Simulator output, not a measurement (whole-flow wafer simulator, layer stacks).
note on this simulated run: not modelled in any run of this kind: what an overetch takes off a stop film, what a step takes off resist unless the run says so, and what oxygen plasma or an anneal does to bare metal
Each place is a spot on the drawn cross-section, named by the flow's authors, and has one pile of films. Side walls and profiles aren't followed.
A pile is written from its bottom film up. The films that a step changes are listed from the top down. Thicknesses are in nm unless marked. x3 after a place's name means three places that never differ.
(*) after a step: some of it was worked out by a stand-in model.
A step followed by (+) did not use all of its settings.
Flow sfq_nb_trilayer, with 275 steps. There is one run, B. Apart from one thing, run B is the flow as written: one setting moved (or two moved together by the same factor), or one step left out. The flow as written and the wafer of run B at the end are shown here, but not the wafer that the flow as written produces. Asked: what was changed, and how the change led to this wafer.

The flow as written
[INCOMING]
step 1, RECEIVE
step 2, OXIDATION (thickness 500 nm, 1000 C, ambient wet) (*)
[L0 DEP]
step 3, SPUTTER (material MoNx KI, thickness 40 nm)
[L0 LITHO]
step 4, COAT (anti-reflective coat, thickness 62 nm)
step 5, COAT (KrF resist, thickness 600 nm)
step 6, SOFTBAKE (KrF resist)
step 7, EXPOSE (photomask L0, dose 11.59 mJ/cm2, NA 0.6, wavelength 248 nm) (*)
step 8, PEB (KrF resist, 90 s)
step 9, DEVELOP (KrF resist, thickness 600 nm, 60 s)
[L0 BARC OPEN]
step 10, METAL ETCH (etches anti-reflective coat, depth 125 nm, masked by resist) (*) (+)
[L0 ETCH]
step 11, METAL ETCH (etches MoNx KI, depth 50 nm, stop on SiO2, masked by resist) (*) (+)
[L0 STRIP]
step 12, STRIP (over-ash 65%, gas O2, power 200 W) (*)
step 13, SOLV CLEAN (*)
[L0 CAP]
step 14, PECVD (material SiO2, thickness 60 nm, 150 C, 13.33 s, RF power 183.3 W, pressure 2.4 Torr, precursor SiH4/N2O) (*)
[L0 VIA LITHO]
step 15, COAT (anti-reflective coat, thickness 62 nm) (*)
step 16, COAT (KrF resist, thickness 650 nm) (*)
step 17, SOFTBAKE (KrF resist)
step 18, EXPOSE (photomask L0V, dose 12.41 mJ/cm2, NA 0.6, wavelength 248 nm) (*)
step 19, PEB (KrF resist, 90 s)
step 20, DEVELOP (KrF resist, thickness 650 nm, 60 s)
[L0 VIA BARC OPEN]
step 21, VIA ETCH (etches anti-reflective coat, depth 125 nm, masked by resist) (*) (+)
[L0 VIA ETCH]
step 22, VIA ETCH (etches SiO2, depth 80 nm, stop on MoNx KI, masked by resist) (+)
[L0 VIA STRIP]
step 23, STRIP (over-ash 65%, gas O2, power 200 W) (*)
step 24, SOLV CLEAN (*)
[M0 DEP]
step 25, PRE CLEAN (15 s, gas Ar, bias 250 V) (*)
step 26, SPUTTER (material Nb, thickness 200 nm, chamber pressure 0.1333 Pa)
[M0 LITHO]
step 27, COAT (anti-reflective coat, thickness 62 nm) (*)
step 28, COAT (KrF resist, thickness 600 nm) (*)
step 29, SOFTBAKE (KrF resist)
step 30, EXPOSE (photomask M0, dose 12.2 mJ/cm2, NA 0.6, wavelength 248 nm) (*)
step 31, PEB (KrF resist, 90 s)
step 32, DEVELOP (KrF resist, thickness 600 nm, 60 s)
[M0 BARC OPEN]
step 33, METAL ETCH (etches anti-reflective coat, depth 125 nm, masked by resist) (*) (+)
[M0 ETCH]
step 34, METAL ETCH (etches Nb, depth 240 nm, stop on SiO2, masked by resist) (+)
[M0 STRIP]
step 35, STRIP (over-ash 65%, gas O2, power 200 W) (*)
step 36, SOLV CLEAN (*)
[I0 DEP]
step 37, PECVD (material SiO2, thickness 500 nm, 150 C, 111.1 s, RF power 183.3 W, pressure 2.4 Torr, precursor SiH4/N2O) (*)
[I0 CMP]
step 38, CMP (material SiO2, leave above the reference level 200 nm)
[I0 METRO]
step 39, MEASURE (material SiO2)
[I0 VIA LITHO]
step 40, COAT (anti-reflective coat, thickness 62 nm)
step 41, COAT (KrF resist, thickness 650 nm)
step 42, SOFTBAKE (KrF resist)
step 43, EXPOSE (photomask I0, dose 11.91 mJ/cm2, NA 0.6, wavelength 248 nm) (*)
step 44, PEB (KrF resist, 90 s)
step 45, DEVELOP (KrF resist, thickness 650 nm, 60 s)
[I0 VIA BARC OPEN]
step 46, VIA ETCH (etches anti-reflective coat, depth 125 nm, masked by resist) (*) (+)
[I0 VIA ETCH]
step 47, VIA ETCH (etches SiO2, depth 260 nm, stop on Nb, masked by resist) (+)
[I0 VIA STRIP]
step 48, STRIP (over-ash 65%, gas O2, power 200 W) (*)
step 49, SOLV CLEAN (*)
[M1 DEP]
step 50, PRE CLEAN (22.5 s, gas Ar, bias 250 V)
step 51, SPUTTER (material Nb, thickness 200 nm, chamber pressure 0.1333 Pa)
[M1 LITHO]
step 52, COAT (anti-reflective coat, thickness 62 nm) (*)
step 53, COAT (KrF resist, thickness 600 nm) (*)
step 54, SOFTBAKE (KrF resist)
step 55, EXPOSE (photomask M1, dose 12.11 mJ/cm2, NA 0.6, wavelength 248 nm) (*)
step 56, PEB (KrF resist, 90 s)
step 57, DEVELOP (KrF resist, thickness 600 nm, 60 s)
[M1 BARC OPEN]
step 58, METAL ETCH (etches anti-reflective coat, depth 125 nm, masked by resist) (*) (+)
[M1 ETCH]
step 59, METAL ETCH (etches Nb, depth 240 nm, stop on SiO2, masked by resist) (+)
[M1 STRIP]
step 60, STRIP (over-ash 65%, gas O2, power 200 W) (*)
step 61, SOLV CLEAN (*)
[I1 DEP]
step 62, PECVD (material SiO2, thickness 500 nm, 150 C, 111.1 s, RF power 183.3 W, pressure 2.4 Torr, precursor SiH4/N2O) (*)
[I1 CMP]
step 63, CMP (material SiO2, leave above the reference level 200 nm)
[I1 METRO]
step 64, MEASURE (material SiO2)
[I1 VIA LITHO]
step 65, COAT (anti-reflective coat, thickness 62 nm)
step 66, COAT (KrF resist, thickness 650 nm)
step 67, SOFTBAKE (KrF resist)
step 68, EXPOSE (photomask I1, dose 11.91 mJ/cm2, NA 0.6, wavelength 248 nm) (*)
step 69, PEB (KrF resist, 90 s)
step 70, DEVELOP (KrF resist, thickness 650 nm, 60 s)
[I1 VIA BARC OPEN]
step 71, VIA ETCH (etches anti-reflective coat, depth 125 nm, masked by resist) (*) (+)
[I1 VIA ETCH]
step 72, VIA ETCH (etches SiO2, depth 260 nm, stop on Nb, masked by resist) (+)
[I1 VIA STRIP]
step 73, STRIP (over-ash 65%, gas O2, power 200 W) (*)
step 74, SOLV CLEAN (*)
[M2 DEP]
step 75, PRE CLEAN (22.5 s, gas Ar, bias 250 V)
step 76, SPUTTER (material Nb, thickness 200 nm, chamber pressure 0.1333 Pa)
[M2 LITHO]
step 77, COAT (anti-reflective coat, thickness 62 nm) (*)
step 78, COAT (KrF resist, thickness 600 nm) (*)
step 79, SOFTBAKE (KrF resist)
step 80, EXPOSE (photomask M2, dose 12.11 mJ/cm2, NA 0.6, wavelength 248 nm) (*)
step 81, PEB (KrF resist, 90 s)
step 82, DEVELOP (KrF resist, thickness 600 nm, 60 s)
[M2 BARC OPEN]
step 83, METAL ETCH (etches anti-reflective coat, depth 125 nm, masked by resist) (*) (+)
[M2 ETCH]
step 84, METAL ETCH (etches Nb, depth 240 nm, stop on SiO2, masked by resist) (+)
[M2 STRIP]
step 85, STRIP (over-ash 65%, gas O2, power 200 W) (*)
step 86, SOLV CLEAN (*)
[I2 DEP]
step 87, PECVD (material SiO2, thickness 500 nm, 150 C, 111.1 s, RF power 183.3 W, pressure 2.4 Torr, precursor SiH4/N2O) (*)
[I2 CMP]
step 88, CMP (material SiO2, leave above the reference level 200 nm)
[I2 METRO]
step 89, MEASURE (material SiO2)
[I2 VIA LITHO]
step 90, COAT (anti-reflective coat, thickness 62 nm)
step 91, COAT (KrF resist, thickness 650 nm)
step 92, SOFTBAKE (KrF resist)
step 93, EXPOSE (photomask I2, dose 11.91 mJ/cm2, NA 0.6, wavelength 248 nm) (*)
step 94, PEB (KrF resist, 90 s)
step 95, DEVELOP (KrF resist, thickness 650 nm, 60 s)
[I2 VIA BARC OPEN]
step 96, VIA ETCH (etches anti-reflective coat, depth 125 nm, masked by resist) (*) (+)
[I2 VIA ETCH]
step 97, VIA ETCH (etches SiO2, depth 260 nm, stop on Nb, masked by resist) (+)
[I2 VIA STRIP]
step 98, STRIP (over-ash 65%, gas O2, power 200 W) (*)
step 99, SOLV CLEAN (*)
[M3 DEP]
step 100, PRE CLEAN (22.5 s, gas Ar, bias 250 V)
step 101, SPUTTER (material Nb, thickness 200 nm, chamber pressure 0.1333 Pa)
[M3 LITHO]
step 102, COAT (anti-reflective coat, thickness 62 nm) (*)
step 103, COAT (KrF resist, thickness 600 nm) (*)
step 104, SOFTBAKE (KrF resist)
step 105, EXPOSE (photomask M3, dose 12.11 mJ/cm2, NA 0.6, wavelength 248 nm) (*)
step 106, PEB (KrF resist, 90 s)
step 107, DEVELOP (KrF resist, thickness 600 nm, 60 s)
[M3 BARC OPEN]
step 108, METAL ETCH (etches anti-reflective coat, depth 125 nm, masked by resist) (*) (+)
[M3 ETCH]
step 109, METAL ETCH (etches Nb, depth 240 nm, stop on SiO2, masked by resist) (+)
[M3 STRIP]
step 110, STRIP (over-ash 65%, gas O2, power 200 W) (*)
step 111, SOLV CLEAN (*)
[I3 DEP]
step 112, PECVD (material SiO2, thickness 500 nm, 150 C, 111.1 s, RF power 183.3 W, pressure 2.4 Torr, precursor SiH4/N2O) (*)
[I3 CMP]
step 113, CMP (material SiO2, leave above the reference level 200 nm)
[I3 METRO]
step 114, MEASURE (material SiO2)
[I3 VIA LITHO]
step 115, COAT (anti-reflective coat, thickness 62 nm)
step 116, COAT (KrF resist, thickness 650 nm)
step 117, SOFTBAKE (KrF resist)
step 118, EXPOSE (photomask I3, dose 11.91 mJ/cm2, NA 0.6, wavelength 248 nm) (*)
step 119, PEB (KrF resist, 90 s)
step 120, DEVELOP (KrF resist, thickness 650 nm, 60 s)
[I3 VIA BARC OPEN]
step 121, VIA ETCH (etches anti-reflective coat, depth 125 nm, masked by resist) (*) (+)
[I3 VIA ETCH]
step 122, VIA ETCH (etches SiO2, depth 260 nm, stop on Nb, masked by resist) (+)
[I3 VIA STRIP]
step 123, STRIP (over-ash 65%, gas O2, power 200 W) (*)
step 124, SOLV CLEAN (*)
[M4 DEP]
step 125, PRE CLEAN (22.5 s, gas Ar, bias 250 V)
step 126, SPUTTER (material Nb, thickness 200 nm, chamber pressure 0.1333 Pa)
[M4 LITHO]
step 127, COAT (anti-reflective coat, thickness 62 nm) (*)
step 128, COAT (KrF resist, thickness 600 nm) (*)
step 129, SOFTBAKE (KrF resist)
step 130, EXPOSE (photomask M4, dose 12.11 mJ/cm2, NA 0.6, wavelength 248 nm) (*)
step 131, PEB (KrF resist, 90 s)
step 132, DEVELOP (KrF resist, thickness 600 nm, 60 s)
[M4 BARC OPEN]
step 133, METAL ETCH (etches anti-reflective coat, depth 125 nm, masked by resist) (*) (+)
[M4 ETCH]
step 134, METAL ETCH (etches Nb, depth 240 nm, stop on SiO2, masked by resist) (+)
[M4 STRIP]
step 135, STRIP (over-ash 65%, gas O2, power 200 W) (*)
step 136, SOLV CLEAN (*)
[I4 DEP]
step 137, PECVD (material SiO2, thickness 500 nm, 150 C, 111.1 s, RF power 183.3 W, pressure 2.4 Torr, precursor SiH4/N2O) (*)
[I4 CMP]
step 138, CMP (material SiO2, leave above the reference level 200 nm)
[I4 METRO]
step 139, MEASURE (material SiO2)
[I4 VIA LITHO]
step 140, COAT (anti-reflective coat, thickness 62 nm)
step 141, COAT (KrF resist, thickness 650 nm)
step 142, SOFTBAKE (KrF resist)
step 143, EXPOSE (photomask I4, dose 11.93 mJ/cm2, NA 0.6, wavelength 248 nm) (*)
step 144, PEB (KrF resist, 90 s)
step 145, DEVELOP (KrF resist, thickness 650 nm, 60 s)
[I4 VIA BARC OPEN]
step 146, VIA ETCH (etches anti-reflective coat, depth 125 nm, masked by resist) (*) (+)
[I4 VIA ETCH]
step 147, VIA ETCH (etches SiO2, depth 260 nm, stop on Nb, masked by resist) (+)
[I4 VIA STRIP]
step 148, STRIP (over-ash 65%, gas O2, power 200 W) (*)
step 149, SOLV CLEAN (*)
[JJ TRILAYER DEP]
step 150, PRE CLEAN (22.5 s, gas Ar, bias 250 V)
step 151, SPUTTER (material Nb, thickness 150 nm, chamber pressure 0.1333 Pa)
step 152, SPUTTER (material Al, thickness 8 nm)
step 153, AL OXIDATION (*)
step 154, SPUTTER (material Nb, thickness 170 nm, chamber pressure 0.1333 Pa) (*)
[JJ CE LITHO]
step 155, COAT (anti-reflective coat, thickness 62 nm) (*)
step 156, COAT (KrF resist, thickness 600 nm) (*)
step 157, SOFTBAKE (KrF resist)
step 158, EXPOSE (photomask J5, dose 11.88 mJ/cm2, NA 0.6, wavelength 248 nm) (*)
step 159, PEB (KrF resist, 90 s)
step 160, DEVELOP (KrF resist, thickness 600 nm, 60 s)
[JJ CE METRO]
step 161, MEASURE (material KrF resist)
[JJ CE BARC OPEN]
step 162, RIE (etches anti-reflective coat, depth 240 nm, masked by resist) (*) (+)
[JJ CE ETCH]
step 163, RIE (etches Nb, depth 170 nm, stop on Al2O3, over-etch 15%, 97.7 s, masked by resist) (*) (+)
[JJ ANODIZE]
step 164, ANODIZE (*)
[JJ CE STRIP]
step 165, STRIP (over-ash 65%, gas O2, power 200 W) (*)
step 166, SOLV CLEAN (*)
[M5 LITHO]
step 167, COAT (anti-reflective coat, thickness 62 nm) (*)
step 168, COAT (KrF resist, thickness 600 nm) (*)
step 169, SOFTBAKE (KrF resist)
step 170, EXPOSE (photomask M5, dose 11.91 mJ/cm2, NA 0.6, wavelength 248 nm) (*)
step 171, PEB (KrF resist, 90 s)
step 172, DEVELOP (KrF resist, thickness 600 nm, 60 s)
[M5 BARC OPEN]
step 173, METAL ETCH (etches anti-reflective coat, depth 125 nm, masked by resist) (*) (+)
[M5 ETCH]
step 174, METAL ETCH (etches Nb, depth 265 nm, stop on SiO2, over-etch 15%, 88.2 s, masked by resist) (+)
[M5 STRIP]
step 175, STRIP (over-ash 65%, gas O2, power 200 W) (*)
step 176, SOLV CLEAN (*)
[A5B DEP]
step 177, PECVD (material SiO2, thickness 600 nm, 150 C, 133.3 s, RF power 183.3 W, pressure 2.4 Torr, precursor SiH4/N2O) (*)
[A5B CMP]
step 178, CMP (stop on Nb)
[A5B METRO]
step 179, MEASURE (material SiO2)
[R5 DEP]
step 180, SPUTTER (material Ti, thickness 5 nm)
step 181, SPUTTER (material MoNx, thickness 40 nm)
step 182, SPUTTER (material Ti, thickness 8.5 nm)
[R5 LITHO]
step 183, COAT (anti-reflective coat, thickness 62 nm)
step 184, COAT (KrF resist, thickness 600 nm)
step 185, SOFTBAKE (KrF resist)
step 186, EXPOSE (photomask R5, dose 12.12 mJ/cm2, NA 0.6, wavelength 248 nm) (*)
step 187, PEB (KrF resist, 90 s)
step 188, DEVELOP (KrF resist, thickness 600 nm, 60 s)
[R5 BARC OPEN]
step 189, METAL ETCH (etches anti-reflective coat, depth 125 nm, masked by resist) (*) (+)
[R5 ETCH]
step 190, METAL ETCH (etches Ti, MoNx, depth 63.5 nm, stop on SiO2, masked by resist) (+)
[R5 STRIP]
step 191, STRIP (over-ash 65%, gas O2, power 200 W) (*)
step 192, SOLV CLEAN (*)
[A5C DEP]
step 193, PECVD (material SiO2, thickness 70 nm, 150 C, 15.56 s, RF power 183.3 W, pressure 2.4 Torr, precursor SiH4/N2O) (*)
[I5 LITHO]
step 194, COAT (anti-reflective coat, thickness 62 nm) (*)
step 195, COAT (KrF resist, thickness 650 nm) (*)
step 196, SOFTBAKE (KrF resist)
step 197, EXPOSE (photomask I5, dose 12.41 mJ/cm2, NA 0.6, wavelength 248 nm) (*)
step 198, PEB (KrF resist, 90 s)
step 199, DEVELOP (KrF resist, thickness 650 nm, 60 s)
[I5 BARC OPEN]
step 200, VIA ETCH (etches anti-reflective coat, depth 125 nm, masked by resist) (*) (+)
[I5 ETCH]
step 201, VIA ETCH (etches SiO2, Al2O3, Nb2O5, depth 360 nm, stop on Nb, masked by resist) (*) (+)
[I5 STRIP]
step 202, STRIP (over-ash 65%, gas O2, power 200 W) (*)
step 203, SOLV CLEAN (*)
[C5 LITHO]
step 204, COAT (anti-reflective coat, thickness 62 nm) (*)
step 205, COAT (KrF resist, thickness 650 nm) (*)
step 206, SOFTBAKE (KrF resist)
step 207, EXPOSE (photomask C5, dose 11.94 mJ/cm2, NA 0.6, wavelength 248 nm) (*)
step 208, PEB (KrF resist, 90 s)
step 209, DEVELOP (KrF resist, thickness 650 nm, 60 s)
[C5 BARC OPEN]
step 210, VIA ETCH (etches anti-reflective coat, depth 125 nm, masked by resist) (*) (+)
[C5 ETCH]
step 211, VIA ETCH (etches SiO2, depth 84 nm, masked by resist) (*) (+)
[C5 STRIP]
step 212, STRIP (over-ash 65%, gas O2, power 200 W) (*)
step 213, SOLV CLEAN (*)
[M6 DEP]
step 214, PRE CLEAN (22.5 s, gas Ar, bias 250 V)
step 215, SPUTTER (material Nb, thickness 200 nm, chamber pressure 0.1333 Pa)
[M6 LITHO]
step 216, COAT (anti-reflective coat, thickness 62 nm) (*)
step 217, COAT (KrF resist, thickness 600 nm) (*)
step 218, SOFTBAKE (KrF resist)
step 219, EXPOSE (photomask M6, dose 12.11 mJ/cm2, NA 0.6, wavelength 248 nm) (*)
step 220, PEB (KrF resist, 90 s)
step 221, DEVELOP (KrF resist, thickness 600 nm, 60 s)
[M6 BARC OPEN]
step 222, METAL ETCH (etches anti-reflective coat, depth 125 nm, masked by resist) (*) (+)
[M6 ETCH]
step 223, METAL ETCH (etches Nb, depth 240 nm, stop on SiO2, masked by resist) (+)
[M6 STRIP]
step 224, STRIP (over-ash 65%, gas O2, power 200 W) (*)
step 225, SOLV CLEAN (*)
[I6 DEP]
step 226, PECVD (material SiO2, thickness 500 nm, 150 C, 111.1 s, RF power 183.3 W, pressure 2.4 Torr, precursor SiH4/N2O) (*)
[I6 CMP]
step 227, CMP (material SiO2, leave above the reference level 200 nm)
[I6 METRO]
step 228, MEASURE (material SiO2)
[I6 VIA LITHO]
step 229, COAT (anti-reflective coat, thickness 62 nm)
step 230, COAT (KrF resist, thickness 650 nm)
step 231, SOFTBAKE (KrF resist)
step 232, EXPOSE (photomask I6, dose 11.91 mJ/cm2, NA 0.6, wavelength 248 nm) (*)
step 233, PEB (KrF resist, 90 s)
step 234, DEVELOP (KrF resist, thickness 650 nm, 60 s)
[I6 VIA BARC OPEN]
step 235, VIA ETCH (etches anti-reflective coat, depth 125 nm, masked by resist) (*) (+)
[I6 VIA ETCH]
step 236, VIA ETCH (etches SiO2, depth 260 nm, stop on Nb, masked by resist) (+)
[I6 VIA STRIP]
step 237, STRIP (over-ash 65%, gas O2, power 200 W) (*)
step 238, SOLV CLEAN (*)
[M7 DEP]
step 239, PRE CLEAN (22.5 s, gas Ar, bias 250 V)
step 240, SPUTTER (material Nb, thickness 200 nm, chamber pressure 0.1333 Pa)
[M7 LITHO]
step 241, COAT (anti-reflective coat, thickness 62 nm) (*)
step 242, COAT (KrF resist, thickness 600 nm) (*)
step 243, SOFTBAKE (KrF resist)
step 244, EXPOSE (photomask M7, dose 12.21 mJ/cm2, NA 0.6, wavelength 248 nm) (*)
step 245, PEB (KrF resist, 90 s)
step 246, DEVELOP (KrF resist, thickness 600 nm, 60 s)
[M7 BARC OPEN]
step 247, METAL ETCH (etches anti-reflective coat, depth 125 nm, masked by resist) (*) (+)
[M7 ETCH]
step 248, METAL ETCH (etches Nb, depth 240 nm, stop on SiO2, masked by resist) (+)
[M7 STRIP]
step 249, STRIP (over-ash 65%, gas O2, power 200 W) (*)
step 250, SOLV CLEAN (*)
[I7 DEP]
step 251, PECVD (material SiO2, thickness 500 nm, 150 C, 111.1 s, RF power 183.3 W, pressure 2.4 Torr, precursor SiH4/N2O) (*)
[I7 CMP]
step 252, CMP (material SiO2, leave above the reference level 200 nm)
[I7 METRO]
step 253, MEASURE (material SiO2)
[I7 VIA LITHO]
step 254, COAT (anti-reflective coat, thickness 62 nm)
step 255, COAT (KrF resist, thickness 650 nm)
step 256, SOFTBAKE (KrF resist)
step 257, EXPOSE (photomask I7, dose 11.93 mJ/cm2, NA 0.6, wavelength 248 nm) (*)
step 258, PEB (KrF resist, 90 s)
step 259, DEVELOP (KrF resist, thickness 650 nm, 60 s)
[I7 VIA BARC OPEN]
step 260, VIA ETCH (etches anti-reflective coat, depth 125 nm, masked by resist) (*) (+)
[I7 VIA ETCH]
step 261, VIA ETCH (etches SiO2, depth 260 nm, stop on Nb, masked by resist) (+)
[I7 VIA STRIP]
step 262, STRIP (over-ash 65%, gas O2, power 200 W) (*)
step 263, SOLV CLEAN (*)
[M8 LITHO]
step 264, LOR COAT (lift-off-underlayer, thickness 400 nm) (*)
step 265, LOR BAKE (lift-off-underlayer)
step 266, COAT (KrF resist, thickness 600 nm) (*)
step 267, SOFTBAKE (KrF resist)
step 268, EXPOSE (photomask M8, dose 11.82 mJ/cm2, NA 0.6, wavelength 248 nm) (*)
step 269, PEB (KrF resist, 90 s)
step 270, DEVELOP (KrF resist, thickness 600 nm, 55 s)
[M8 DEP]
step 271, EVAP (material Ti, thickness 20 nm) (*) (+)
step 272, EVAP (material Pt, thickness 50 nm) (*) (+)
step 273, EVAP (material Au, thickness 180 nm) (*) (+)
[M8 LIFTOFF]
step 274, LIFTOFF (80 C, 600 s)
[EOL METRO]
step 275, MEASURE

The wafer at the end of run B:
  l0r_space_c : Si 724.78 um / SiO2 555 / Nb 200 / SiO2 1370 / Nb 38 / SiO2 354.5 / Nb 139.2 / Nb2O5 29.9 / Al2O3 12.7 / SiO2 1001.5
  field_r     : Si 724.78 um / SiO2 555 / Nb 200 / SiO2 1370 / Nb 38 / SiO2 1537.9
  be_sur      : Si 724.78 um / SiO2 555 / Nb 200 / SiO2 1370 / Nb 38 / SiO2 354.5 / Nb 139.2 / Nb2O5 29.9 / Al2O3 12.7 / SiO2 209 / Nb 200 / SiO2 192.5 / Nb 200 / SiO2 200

What caused this: step 134, METAL ETCH: depth 162 nm was run, though the flow has depth 240 nm.

Step by step, how the change led to this:
  step 134, METAL ETCH (etches Nb, depth 240 nm, stop on SiO2, masked by resist) (+)
      field_l, be, be_sur and 64 more: Nb loses 162 (in the flow as written it would be: Nb loses 200 (all of it))
      v_sur, via_wl, via_w and 36 more: KrF resist loses 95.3 (in the flow as written it would be: KrF resist loses 141.2)
  step 135, STRIP (over-ash 65%, gas O2, power 200 W) (*)
      p4_fl, p4_fm, p4_w1 and 26 more: KrF resist loses 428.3 (all of it), anti-reflective coat loses 62 (all of it) (in the flow as written it would be: KrF resist loses 382.4 (all of it), anti-reflective coat loses 62 (all of it))
      ln_m5, lsp_m, ln_m6: KrF resist loses 427.8 (all of it), anti-reflective coat loses 61.8 (all of it) (in the flow as written it would be: KrF resist loses 381.9 (all of it), anti-reflective coat loses 61.8 (all of it))
      (and at 7 other places as well)
  step 137, PECVD (material SiO2, thickness 500 nm, 150 C, 111.1 s, RF power 183.3 W, pressure 2.4 Torr, precursor SiH4/N2O) (*)
      field_l, be, be_sur and 55 more: SiO2 gains 500 (new film) (in the flow as written it would be: SiO2 gains 500)
      p3_s0, p3_s1, p3_s2, p3_s3, p3_s4, p3_s5: SiO2 gains 519.1 (new film) (in the flow as written it would be: SiO2 gains 557.1)
      (and at 3 other places as well)
  step 138, CMP (material SiO2, leave above the reference level 200 nm)
      field_l, be, be_sur and 55 more: SiO2 loses 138 (in the flow as written it would be: SiO2 loses 100)
      lsp_r, l0_sur, l0v: SiO2 loses 131.4 (in the flow as written it would be: SiO2 loses 91.9)
With metal films that touch counted as one body, l0r_space_c has 3 bodies (between them, from the top down: SiO2 354.5; SiO2 1370); the flow as written gives 2 bodies (between them, from the top down: SiO2 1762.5).
With metal films that touch counted as one body, field_r has 2 bodies (between them, from the top down: SiO2 1370); the flow as written gives 1 body.
With metal films that touch counted as one body, be_sur has 5 bodies (between them, from the top down: SiO2 192.5; SiO2 209 / Al2O3 12.7 / Nb2O5 29.9; SiO2 354.5; SiO2 1370); the flow as written gives 4 bodies (between them, from the top down: SiO2 192.5; SiO2 209 / Al2O3 12.7 / Nb2O5 29.9; SiO2 1762.5).
